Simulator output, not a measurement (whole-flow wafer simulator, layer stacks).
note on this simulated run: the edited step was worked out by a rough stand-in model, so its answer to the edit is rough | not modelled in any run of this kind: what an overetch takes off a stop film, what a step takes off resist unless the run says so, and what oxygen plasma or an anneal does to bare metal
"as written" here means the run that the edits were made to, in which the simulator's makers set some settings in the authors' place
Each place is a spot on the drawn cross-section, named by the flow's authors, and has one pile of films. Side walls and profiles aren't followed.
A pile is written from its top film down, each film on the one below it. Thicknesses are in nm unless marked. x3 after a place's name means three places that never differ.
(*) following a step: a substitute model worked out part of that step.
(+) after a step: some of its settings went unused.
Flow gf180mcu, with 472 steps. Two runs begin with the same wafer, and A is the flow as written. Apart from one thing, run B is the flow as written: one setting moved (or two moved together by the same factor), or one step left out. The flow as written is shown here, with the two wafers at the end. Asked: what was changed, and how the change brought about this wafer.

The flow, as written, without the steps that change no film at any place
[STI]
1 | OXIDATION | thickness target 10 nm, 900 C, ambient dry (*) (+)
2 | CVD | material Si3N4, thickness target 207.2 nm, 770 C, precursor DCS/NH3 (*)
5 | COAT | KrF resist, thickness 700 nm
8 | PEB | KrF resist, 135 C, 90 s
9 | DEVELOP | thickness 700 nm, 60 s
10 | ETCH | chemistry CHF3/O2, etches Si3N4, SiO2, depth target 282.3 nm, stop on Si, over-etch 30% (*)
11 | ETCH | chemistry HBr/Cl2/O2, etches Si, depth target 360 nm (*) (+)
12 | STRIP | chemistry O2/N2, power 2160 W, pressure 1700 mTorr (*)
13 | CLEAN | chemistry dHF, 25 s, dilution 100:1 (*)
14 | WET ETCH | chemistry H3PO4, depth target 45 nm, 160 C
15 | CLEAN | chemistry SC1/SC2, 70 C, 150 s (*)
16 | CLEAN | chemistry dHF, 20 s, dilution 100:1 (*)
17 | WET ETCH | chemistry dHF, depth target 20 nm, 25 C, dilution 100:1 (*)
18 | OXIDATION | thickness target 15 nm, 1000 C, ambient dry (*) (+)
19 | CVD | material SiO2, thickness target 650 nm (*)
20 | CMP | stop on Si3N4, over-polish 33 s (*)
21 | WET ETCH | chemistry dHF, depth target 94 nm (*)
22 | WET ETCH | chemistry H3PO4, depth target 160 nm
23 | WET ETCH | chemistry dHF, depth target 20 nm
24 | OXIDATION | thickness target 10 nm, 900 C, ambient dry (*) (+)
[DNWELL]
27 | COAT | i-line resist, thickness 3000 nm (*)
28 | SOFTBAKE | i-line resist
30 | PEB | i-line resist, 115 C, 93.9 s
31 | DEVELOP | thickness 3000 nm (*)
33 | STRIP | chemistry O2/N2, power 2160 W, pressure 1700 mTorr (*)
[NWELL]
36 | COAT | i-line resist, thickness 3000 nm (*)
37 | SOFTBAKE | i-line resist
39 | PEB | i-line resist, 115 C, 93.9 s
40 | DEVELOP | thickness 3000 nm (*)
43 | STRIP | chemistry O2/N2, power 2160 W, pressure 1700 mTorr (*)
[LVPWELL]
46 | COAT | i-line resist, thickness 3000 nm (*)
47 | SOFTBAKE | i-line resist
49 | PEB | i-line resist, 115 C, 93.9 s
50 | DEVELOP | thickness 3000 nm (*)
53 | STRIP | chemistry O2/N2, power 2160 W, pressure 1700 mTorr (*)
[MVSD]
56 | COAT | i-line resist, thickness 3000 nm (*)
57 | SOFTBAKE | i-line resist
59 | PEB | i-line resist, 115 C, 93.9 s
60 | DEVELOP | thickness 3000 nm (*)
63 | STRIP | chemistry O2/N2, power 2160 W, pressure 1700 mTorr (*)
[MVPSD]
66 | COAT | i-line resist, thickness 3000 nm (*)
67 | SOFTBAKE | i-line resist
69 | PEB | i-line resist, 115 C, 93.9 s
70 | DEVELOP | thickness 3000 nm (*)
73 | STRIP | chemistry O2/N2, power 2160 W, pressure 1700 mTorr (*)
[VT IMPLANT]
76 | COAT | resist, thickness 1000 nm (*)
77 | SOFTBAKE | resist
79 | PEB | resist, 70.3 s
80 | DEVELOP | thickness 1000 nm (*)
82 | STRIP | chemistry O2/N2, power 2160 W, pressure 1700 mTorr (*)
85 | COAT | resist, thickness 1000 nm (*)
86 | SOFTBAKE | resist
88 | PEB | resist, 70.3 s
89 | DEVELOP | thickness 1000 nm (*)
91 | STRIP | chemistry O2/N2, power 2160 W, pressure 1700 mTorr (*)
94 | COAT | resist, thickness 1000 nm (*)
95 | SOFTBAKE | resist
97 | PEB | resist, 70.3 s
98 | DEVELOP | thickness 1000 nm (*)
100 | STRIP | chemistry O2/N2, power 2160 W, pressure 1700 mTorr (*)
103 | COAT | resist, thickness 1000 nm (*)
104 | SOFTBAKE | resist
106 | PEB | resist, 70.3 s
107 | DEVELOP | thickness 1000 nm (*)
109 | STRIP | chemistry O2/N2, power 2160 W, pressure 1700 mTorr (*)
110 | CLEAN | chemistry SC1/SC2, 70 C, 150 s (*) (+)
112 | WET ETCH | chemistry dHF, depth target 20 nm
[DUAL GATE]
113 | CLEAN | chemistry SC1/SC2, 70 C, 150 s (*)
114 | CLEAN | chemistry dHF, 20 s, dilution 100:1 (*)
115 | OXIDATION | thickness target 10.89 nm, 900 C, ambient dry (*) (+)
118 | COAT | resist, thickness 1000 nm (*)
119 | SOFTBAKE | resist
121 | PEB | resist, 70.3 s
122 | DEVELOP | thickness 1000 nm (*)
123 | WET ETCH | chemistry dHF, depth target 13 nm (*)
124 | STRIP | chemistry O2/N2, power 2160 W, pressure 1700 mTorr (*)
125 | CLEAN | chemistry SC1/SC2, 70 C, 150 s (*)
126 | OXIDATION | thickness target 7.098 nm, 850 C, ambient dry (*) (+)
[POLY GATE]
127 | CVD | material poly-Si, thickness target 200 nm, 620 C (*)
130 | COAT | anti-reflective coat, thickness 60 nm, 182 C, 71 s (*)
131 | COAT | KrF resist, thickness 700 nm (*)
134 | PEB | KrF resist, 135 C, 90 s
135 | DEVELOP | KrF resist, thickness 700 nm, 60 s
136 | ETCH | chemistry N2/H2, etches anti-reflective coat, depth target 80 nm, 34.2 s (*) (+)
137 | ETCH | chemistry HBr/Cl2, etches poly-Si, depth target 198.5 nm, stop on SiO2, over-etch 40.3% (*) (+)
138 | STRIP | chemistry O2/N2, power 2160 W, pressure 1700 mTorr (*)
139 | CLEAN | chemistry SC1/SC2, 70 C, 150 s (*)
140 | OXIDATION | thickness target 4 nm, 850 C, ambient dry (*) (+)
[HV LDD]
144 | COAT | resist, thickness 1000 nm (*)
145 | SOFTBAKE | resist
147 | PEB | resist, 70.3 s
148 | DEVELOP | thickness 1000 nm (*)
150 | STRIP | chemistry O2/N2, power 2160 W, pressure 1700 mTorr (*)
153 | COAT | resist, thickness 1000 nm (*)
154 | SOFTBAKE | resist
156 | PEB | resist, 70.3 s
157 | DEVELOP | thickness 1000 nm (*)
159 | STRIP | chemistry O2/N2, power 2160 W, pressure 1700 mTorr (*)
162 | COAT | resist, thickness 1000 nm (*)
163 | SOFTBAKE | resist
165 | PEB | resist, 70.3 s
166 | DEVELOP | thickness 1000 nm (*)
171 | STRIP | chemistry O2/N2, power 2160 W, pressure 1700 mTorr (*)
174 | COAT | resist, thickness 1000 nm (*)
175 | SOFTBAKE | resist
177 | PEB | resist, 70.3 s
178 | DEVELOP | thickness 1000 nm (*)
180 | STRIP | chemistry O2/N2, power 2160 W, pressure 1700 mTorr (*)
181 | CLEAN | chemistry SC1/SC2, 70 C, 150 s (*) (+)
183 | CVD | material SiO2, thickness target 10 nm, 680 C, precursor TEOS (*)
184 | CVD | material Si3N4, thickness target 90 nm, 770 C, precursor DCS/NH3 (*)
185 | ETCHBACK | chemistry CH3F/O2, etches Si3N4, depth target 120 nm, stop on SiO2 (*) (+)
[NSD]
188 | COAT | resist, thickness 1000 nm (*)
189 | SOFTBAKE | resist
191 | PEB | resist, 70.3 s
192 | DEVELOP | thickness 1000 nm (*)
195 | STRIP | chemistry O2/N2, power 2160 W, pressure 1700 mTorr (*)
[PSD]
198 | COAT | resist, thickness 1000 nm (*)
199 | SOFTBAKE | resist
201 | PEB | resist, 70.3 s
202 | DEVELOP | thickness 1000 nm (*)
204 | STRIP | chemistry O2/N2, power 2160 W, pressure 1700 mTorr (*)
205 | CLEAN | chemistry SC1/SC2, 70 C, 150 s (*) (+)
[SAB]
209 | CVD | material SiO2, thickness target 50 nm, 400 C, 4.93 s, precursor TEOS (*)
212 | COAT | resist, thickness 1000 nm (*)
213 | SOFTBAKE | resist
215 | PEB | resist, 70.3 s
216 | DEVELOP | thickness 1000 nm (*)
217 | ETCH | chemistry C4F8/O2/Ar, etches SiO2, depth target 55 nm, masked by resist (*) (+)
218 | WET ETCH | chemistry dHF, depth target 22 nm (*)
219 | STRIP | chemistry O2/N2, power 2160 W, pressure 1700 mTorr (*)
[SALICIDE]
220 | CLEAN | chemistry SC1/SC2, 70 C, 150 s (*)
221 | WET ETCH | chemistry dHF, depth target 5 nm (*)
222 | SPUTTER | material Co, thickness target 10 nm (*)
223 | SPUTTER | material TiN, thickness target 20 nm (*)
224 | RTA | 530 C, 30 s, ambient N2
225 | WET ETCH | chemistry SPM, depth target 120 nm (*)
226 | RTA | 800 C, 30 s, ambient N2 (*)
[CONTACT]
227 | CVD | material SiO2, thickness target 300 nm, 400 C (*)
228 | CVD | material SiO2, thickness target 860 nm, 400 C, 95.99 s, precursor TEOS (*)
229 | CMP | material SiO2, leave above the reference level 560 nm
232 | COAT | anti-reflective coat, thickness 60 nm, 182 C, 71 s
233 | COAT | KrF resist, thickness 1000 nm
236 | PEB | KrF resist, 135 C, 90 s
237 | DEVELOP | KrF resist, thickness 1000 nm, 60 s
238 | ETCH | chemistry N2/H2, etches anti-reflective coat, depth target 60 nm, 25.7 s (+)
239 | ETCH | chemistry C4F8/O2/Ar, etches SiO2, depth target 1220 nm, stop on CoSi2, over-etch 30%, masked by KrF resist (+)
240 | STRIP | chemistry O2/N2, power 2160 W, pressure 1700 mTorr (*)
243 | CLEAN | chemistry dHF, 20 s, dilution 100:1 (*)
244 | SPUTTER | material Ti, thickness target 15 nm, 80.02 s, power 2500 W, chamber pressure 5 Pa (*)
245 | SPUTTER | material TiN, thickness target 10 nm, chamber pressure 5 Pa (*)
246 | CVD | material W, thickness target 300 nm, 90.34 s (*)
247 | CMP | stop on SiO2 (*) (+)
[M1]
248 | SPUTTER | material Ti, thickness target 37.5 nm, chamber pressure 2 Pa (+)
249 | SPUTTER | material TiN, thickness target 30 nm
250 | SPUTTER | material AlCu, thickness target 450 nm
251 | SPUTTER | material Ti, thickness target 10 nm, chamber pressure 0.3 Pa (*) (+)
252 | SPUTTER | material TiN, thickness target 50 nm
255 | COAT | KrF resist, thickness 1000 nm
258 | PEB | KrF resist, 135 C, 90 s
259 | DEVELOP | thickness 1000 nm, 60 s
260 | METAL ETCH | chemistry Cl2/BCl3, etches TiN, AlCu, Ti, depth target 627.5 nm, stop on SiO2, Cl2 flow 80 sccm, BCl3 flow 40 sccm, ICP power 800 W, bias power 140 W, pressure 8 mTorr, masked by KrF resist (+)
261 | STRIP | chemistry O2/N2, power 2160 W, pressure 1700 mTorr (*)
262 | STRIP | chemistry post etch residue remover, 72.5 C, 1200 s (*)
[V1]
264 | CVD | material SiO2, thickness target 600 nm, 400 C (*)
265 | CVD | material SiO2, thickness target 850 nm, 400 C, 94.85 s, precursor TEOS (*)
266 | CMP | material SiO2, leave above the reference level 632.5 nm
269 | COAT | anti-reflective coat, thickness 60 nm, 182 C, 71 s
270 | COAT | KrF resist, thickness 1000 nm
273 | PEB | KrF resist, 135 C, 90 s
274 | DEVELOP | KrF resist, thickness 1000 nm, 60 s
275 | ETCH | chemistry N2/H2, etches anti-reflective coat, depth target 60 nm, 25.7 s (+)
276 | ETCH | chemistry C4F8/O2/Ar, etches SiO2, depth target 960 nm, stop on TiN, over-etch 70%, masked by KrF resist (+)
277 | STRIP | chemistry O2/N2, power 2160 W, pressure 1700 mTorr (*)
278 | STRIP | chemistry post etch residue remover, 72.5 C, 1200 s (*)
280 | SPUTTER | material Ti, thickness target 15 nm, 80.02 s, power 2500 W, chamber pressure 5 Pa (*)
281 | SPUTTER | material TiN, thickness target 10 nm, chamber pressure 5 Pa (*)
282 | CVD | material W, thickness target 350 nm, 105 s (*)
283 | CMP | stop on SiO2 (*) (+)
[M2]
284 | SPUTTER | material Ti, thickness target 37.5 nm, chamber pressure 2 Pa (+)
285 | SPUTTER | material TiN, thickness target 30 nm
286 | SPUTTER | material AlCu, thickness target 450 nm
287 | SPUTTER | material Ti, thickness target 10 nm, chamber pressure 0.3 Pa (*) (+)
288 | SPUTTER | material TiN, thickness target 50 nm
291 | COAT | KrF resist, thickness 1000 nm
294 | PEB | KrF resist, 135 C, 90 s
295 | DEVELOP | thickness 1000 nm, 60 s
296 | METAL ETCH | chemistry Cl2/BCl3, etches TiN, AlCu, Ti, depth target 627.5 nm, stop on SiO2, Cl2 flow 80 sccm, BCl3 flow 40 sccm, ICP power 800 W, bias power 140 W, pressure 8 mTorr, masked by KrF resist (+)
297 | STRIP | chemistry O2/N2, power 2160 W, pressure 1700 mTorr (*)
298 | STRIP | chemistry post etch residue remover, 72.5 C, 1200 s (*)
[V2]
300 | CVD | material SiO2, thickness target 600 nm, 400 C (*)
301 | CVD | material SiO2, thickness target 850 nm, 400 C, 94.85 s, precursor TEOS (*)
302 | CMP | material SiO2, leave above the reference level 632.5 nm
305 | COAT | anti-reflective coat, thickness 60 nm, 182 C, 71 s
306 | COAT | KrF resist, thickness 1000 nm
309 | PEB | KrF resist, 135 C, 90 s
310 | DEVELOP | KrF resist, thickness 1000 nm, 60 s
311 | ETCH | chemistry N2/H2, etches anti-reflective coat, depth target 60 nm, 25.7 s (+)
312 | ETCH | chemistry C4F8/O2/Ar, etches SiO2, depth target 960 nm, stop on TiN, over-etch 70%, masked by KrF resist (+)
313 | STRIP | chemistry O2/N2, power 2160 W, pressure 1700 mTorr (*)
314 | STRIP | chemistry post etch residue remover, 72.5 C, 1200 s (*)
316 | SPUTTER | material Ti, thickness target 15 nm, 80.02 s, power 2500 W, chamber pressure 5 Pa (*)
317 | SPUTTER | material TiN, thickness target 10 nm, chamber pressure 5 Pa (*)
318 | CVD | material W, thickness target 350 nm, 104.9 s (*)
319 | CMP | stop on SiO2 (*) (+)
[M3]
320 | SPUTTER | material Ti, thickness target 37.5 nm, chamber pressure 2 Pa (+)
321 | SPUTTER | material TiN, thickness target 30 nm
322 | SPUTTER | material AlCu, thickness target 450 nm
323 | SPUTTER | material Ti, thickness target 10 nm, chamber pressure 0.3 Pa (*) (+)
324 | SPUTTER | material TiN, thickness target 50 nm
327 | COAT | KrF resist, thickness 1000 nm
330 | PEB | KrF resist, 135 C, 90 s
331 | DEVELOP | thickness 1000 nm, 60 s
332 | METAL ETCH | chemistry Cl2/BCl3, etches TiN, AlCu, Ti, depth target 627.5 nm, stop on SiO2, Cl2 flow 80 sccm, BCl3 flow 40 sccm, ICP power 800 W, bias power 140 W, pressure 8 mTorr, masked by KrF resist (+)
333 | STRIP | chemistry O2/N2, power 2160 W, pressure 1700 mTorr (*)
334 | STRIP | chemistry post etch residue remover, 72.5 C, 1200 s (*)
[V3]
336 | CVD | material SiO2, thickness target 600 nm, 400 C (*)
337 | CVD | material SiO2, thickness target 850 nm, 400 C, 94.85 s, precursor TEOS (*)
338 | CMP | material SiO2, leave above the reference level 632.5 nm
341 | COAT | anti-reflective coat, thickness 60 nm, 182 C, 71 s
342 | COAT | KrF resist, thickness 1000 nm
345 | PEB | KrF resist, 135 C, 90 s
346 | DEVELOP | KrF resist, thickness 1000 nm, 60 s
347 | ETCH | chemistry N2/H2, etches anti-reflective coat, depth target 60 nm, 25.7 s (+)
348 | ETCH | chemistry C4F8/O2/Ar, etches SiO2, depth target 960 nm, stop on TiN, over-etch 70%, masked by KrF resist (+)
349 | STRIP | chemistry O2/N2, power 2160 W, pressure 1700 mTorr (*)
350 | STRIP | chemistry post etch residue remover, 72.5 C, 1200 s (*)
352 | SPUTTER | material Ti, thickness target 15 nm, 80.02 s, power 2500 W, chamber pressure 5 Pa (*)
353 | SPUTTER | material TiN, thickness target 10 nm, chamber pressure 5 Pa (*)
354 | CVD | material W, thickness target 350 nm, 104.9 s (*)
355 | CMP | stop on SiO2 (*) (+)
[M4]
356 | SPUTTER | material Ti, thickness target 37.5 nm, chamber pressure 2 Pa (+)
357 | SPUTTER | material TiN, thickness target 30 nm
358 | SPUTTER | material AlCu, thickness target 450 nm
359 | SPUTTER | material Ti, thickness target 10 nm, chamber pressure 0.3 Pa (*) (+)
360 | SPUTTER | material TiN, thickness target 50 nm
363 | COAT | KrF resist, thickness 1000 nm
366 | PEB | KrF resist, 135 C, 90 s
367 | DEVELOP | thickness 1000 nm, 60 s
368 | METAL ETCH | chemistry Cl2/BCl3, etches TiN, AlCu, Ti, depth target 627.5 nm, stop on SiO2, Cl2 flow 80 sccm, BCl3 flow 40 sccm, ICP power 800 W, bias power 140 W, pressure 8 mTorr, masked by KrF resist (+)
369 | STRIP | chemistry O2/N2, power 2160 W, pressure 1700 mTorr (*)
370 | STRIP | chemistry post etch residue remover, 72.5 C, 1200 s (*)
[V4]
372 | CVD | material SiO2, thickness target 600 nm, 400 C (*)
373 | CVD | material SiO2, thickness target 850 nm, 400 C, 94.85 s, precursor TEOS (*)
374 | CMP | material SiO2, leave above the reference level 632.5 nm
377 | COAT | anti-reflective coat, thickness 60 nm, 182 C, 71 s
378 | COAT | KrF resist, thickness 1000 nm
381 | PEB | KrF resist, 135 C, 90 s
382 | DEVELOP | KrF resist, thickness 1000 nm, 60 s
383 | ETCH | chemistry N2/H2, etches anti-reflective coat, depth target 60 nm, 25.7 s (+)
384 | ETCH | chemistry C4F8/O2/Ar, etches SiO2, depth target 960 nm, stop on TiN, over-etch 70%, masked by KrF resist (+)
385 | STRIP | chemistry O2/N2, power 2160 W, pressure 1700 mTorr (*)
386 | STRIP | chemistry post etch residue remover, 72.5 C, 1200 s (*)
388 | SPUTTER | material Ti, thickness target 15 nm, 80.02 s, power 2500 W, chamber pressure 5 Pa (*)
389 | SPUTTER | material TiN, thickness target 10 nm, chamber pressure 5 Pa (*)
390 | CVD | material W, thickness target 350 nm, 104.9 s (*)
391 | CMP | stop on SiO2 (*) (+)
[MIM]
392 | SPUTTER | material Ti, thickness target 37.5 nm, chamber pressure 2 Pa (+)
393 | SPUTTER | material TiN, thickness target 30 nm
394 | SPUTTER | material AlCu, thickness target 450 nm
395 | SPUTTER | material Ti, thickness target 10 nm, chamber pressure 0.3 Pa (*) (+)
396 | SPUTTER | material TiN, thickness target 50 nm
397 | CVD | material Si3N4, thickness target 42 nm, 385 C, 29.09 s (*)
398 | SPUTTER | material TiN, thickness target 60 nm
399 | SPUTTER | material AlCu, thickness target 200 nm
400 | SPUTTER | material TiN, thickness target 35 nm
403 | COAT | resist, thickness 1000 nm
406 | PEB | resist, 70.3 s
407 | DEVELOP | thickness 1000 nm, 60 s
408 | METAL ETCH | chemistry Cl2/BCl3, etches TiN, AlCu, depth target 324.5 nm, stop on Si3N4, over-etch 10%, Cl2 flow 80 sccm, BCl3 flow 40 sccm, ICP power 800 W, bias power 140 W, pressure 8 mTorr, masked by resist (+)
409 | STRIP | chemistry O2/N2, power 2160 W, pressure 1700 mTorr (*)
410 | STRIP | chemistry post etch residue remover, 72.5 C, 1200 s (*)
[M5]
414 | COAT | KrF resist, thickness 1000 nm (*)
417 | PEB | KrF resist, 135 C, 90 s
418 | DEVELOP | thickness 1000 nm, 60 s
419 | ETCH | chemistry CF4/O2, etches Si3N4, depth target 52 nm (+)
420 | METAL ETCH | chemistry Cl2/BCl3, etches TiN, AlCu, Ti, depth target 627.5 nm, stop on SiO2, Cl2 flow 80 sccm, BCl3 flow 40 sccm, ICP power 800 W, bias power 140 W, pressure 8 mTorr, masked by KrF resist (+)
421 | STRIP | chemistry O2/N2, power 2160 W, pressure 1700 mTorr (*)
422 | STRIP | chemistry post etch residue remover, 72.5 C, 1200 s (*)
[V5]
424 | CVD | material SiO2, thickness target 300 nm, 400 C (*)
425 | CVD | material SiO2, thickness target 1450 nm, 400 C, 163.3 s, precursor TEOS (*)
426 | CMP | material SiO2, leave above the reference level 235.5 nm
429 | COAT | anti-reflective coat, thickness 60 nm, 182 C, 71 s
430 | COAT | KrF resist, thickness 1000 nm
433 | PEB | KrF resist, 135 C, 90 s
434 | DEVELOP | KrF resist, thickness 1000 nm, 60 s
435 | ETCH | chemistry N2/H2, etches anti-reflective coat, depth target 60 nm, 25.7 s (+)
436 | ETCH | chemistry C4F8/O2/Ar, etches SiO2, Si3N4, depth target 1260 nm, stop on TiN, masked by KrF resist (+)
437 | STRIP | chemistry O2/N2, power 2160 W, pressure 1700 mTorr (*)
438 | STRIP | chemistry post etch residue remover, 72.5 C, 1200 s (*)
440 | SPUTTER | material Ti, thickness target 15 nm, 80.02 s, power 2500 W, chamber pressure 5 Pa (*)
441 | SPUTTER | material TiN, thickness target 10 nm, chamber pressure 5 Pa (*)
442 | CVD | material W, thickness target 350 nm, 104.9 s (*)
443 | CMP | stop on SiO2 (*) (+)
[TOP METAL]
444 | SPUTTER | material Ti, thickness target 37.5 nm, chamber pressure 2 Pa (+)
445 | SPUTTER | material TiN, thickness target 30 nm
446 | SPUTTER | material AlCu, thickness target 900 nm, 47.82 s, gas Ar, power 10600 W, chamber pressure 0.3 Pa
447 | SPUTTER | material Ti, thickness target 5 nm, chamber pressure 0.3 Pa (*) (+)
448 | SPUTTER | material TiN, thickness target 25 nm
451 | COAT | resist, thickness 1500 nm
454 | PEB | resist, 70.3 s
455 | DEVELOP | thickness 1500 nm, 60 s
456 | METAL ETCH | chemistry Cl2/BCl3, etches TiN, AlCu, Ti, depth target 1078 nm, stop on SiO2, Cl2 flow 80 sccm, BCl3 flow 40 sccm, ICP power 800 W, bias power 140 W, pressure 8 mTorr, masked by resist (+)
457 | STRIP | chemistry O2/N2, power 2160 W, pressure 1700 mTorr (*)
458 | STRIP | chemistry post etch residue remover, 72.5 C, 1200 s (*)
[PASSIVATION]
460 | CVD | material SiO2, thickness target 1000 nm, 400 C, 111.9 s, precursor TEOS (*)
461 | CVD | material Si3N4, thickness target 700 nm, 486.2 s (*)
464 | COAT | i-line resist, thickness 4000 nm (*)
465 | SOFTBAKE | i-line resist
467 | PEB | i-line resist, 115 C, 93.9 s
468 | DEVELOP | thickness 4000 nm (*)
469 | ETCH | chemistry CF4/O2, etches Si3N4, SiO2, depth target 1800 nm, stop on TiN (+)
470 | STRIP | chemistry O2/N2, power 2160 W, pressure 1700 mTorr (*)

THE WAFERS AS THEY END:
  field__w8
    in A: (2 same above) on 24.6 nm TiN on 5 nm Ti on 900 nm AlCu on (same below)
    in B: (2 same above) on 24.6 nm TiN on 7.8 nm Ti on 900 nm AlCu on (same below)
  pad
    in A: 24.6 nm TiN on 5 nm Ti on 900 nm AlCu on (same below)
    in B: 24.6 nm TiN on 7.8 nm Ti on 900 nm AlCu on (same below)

The reason: step 447, SPUTTER: thickness target 7.8 nm was run, while the flow as written has thickness target 5 nm.
The wafer itself shows it: field__w8 has Ti 7.8, and step 447 as written asks for 5 nm.

The path from the change to this, step by step:
  447 | SPUTTER | material Ti, thickness target 5 nm, chamber pressure 0.3 Pa (*) (+)
      field, field__w1, field__w2 and 109 more: A +5 Ti (new film) | B +7.8 Ti (new film)
  456 | METAL ETCH | chemistry Cl2/BCl3, etches TiN, AlCu, Ti, depth target 1078 nm, stop on SiO2, Cl2 flow 80 sccm, BCl3 flow 40 sccm, ICP power 800 W, bias power 140 W, pressure 8 mTorr, masked by resist (+)
      field, field__w1, field__w2 and 103 more: A -25 TiN (all of it), -5 Ti (all of it), -900 AlCu (all of it), -30 TiN (all of it), -37.5 Ti (all of it) | B -25 TiN (all of it), -7.8 Ti (all of it), -900 AlCu (all of it), -30 TiN (all of it), -37.5 Ti (all of it)
